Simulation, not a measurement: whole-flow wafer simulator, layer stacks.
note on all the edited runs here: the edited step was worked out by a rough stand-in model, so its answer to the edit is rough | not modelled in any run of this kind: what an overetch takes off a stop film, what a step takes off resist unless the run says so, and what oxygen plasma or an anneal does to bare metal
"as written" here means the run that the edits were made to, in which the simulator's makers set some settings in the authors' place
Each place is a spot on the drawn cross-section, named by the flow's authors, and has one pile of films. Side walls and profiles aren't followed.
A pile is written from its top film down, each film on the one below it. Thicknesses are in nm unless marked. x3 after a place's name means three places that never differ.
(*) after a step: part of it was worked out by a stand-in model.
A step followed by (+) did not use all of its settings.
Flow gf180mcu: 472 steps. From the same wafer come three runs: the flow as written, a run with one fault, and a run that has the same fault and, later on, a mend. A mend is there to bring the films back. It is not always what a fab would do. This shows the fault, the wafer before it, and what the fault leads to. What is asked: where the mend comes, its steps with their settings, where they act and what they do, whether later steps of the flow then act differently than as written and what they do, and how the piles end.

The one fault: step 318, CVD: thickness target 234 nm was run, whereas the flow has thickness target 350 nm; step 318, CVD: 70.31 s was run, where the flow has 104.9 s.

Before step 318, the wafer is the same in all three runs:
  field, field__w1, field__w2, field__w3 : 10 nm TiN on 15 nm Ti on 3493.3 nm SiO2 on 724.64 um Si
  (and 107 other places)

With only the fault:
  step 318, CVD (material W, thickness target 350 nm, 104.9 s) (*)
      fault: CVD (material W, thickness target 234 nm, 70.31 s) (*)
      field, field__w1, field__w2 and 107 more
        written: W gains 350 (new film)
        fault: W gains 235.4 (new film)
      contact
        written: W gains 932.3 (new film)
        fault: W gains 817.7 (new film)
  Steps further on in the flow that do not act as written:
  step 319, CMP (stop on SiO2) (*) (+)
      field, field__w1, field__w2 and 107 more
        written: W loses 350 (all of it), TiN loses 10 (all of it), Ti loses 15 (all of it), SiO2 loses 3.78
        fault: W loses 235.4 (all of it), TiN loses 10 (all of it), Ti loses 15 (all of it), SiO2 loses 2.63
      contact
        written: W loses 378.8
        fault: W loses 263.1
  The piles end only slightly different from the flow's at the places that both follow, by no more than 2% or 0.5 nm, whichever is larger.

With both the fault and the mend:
  The mend follows step 318.
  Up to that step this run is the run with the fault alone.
  step 318a, CVD (material W, thickness target 116 nm, 34.78 s) (a further turn of the flow's step 318, with different settings)
      field, field__w1, field__w2 and 108 more
        W gains 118
  Every later step of the flow that is run acts as written, at every place that is followed, to within 2% or 0.5 nm, whichever is larger.
  The piles end only slightly different from the flow's at the places that both follow, by no more than 2% or 0.5 nm, whichever is larger.
